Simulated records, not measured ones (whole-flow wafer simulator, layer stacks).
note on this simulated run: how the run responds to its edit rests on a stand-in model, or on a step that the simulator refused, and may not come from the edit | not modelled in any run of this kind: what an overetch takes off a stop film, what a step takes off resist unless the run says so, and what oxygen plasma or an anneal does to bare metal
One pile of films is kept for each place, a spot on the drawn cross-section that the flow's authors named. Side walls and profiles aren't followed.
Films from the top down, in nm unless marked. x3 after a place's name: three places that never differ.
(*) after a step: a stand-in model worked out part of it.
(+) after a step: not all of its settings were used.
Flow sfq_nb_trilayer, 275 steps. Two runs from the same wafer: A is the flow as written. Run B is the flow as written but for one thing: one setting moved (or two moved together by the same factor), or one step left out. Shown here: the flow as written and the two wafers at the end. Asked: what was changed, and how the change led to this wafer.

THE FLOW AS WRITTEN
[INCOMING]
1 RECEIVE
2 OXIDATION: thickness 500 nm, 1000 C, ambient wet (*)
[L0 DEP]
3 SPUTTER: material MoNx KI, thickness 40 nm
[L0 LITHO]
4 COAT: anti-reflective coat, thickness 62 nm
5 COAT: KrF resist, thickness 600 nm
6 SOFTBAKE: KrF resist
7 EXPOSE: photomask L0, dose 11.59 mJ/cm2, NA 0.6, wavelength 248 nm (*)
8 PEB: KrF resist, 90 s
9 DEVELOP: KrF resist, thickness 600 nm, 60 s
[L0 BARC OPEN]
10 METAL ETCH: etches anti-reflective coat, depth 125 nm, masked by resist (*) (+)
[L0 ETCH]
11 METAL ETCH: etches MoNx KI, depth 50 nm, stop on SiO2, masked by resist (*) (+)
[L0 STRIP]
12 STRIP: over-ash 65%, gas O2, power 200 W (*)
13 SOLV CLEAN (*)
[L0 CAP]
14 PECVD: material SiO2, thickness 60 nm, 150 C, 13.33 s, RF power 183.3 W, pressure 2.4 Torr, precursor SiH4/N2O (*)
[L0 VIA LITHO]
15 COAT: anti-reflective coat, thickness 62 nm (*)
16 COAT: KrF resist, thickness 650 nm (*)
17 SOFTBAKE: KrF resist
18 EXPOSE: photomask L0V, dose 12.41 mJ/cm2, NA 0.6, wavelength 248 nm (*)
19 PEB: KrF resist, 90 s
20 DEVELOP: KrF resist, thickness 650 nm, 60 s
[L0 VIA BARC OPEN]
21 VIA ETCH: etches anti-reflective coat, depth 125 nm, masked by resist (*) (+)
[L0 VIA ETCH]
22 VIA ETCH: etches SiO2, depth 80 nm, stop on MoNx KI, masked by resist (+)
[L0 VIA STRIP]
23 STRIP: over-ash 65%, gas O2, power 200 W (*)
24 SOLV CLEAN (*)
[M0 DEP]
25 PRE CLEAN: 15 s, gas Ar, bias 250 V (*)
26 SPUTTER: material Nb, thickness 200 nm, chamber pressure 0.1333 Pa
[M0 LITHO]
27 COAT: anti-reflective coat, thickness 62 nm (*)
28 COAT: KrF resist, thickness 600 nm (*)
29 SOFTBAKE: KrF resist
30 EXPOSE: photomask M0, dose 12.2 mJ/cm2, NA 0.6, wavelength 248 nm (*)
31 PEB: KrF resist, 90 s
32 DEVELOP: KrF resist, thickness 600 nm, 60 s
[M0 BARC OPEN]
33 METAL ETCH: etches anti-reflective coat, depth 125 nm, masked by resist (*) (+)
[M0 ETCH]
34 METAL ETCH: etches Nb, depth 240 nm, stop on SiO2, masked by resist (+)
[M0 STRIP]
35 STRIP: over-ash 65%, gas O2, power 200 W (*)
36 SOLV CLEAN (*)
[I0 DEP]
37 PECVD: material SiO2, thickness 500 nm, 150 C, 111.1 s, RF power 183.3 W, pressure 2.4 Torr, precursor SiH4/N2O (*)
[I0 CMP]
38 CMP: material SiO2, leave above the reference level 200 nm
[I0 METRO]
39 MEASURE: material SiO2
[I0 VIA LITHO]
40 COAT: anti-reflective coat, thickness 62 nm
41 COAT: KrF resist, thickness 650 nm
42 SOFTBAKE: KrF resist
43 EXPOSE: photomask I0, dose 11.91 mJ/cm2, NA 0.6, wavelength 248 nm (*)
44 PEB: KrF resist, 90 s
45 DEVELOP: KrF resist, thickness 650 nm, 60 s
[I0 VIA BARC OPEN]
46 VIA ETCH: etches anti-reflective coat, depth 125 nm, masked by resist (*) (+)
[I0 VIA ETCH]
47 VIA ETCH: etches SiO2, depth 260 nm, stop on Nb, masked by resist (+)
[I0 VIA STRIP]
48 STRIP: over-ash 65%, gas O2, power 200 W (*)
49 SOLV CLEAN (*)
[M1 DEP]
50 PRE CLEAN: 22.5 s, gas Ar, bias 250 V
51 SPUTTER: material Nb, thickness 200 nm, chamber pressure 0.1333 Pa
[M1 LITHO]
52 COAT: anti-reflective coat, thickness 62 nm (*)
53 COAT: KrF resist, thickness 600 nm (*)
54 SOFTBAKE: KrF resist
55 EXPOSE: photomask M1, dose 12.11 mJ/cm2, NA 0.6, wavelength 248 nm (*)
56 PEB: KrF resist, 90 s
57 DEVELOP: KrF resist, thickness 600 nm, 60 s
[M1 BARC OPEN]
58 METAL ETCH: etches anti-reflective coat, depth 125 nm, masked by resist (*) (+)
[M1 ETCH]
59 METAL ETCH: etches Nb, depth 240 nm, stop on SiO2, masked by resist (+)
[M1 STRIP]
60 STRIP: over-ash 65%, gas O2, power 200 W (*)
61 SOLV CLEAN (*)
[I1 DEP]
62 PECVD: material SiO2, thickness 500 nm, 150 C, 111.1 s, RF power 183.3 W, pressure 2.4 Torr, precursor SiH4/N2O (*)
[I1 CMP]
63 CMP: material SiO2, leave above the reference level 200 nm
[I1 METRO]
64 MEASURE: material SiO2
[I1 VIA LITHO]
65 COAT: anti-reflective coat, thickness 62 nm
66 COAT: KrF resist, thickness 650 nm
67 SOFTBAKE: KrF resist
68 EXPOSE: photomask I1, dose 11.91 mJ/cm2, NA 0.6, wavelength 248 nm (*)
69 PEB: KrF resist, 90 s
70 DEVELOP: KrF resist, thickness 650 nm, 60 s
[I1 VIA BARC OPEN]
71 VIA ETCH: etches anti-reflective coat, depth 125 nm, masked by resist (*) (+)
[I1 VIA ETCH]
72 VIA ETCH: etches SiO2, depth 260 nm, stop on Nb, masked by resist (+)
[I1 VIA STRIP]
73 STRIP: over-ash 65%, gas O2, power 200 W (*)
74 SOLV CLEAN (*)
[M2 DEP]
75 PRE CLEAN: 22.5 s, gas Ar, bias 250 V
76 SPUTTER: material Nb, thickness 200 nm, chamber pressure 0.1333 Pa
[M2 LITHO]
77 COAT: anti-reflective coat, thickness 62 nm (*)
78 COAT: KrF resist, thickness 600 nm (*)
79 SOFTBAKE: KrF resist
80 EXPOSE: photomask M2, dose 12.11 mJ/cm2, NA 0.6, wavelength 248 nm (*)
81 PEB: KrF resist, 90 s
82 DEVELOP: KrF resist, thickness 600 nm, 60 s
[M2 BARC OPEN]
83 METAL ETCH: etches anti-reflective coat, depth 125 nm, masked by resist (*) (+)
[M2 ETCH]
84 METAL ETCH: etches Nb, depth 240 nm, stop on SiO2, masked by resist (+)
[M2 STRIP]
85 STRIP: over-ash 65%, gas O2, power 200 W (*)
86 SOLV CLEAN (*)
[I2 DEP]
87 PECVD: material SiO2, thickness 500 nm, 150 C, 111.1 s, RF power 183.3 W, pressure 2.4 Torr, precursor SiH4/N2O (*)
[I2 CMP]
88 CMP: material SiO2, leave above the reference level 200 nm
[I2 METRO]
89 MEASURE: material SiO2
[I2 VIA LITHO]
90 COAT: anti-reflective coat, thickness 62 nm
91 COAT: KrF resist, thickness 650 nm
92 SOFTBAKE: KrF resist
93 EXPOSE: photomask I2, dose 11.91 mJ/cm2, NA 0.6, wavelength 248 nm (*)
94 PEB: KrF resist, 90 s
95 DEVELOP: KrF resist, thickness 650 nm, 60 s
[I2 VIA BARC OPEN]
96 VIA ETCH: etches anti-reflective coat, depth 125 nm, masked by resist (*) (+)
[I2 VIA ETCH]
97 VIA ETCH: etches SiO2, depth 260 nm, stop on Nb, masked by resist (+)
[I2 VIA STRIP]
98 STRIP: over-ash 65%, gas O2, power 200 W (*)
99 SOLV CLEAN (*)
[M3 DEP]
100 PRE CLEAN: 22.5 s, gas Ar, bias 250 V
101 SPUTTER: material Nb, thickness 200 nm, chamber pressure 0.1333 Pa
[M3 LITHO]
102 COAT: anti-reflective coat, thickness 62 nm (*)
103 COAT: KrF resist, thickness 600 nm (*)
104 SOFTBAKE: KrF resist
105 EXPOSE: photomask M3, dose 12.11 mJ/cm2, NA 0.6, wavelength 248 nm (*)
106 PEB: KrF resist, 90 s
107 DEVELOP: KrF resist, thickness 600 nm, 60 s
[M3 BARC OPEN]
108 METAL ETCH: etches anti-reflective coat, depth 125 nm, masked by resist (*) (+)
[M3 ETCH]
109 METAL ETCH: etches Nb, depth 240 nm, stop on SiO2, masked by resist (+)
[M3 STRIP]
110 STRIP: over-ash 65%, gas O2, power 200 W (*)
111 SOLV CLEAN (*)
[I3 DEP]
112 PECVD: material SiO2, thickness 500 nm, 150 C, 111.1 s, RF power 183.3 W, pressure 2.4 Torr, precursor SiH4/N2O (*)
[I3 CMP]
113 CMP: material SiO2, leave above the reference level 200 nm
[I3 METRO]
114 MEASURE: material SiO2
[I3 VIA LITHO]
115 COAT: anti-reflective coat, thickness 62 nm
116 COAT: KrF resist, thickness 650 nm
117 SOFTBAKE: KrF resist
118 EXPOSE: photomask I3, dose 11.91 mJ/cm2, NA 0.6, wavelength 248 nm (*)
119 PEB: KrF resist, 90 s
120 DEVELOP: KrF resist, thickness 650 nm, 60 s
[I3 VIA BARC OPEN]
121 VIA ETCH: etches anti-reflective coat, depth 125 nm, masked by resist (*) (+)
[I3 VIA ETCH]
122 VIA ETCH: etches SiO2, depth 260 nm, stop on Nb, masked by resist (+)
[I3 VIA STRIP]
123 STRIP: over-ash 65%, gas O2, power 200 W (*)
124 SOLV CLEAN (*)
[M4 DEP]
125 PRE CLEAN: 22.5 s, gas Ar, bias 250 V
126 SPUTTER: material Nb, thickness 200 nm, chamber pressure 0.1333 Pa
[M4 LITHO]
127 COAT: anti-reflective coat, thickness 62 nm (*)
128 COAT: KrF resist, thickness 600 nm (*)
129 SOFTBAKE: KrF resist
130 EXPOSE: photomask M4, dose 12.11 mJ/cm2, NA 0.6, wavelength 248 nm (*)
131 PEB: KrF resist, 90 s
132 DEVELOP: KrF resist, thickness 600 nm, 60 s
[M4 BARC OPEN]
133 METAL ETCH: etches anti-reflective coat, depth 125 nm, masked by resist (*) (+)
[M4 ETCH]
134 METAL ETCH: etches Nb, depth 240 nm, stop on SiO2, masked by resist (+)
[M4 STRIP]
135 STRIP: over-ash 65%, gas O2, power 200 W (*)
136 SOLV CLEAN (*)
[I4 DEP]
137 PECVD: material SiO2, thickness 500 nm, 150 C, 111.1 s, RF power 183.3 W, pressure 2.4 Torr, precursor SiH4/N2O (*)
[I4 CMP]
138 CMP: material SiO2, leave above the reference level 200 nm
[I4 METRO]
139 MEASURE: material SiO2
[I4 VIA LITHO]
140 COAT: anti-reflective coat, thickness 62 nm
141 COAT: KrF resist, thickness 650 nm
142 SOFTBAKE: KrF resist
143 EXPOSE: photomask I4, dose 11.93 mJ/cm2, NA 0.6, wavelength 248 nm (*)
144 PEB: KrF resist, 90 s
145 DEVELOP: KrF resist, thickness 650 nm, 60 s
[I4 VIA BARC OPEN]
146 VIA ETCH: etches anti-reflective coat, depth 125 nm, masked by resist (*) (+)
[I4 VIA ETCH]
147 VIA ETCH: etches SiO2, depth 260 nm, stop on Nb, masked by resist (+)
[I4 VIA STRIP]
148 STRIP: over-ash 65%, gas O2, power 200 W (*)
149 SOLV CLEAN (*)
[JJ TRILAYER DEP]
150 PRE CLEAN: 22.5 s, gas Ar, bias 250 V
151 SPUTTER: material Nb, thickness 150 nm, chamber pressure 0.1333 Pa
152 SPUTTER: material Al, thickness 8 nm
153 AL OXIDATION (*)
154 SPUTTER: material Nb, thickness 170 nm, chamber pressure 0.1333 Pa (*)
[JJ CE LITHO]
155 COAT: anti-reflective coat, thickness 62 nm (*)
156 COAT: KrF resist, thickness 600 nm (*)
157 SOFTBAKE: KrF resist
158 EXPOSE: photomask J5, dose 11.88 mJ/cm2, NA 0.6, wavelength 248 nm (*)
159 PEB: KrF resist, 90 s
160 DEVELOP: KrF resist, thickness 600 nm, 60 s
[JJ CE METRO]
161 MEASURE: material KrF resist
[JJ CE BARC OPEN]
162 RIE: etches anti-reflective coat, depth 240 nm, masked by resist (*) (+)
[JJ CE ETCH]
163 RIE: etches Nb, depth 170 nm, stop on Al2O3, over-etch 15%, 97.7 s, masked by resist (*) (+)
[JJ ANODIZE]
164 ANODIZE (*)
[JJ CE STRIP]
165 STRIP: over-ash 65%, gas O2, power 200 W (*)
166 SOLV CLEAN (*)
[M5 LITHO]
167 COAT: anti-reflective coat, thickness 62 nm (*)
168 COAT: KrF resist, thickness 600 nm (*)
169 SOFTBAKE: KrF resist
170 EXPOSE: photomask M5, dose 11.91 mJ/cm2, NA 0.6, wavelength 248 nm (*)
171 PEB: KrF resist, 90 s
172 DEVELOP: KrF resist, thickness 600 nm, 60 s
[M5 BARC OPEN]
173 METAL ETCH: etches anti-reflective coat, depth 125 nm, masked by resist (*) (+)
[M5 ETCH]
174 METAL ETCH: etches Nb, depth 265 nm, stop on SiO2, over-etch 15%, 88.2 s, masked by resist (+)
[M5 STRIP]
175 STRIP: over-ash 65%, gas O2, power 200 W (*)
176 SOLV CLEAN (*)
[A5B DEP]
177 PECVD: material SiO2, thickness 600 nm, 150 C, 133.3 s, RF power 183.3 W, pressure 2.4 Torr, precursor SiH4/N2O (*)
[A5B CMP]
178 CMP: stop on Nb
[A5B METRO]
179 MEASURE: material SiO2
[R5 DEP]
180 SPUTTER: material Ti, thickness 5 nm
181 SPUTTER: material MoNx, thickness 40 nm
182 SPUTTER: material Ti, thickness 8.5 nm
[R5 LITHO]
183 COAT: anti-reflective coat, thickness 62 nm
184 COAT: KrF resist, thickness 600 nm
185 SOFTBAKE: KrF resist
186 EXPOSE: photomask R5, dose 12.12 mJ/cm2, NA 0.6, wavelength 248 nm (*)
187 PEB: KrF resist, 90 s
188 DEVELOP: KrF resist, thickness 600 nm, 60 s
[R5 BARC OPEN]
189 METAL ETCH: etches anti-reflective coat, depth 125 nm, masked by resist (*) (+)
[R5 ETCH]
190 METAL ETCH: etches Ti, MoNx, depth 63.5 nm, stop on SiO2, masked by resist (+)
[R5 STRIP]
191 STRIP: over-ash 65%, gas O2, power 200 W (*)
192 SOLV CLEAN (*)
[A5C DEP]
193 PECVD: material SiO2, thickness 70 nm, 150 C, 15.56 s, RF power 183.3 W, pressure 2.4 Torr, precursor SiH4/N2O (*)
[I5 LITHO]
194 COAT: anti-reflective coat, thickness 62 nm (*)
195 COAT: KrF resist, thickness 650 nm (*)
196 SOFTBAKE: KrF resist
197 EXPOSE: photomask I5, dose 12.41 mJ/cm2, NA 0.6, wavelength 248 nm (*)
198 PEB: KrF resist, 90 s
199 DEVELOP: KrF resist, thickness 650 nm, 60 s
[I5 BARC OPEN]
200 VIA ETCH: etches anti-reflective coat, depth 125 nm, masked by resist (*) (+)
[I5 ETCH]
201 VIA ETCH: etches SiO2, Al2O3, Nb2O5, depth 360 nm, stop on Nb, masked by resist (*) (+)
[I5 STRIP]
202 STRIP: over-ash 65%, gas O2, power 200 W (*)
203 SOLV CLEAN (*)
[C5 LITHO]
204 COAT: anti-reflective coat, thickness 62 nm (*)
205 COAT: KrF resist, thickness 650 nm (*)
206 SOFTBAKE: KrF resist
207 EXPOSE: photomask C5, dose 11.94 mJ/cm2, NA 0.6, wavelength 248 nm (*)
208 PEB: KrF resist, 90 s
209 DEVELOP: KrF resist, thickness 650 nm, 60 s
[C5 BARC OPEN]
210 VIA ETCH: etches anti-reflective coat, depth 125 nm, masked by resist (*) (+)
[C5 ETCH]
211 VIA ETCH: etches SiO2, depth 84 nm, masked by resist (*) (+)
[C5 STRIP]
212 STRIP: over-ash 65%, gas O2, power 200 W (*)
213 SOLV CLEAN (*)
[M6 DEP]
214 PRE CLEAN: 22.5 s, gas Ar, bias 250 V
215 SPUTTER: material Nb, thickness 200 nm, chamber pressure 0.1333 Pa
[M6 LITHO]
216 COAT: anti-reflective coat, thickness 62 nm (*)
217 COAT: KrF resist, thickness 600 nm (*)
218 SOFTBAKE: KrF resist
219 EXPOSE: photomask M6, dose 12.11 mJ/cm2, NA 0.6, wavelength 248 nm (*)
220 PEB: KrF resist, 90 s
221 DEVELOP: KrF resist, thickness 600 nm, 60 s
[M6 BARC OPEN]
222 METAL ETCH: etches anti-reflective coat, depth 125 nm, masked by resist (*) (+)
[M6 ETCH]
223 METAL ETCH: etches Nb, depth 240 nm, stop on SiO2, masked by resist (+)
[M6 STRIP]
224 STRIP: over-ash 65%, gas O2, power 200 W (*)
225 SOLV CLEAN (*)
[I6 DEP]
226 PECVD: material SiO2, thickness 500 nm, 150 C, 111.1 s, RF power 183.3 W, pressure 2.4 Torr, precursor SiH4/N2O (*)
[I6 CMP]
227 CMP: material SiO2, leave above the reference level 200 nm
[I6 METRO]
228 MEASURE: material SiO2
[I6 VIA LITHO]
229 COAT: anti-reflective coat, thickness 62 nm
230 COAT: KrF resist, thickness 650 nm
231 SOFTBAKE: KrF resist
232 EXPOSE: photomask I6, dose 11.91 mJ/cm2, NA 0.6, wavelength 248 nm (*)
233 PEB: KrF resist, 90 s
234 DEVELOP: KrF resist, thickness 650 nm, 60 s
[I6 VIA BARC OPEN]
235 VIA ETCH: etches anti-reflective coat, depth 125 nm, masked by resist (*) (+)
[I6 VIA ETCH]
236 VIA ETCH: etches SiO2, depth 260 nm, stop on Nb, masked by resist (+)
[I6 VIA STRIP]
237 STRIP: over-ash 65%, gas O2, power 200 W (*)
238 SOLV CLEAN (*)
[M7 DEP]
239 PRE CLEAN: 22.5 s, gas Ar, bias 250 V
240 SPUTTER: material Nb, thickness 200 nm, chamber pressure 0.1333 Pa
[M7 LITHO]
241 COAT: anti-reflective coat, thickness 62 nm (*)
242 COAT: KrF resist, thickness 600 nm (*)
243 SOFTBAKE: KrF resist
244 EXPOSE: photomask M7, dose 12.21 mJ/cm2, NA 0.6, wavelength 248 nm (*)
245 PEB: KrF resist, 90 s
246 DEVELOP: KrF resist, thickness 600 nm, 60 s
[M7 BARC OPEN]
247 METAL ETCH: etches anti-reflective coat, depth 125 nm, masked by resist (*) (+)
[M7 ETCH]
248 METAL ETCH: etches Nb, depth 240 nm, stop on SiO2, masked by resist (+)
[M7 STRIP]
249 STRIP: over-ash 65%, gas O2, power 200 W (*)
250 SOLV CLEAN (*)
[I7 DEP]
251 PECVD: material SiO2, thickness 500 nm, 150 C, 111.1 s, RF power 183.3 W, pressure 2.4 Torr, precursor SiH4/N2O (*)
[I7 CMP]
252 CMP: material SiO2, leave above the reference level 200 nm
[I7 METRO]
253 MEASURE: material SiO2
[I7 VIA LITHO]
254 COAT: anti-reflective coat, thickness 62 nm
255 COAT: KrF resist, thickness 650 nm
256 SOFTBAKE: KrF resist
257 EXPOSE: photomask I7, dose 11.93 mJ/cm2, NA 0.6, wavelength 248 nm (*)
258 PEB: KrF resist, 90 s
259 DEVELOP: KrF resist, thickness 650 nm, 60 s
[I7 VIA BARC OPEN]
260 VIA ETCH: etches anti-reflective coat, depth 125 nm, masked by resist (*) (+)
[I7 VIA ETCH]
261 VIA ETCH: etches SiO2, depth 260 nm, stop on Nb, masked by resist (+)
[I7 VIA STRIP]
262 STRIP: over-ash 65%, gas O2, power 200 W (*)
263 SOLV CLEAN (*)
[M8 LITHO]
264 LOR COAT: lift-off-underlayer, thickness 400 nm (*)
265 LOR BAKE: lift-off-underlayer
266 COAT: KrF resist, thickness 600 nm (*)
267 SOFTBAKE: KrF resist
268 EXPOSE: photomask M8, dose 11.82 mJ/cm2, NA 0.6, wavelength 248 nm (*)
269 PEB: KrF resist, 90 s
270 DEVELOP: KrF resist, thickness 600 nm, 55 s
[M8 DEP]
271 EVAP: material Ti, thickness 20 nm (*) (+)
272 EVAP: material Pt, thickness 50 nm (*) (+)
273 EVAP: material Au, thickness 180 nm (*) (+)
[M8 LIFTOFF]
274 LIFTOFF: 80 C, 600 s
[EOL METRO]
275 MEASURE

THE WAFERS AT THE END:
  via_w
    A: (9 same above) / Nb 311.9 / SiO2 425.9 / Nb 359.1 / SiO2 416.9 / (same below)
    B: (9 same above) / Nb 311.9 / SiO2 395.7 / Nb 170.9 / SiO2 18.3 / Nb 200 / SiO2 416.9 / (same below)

The cause: step 97, VIA ETCH: depth 174 nm was run, where the flow has depth 260 nm.

How the change led to this, step by step:
  97 VIA ETCH: etches SiO2, depth 260 nm, stop on Nb, masked by resist (+)
      via_w: A SiO2 -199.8 (all of it) | B SiO2 -174
      field_l, v_sur, via_wl and 102 more: A KrF resist -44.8 | B KrF resist -30
  98 STRIP: over-ash 65%, gas O2, power 200 W (*)
      field_l, v_sur, via_wl and 102 more: A KrF resist -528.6 (all of it), anti-reflective coat -62 (all of it) | B KrF resist -543.4 (all of it), anti-reflective coat -62 (all of it)
  100 PRE CLEAN: 22.5 s, gas Ar, bias 250 V
      via_w: A Nb -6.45 | B SiO2 -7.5
  101 SPUTTER: material Nb, thickness 200 nm, chamber pressure 0.1333 Pa
      via_w: A Nb +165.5 | B Nb +170.9 (new film)
  102 COAT: anti-reflective coat, thickness 62 nm (*)
      via_wl, via_wr: A anti-reflective coat +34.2 (new film) | B anti-reflective coat +26.8 (new film)
      v_sur: A anti-reflective coat +61.1 (new film) | B anti-reflective coat +58.6 (new film)
      (and at 1 more place)
  103 COAT: KrF resist, thickness 600 nm (*)
      via_w: A KrF resist +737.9 (new film) | B KrF resist +720.4 (new film)
  110 STRIP: over-ash 65%, gas O2, power 200 W (*)
      v_sur: A KrF resist -365.3 (all of it), anti-reflective coat -61.1 (all of it) | B KrF resist -367.9 (all of it), anti-reflective coat -58.6 (all of it)
      via_wl: A KrF resist -384.2 (all of it), anti-reflective coat -34.2 (all of it) | B KrF resist -392.1 (all of it), anti-reflective coat -26.8 (all of it)
      (and at 2 more places)
  112 PECVD: material SiO2, thickness 500 nm, 150 C, 111.1 s, RF power 183.3 W, pressure 2.4 Torr, precursor SiH4/N2O (*)
      via_w: A SiO2 +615 (new film) | B SiO2 +560.3 (new film)
  113 CMP: material SiO2, leave above the reference level 200 nm
      via_w: A SiO2 -181.6 | B SiO2 -157.1
Counting metal films that touch as one body, via_w has 6 bodies (between them, from the top down: SiO2 192.5; SiO2 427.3 / Al2O3 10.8 / Nb2O5 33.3; SiO2 395.7; SiO2 18.3; SiO2 416.9); the flow as written gives 5 bodies (between them, from the top down: SiO2 192.5; SiO2 427.3 / Al2O3 10.8 / Nb2O5 33.3; SiO2 425.9; SiO2 416.9).
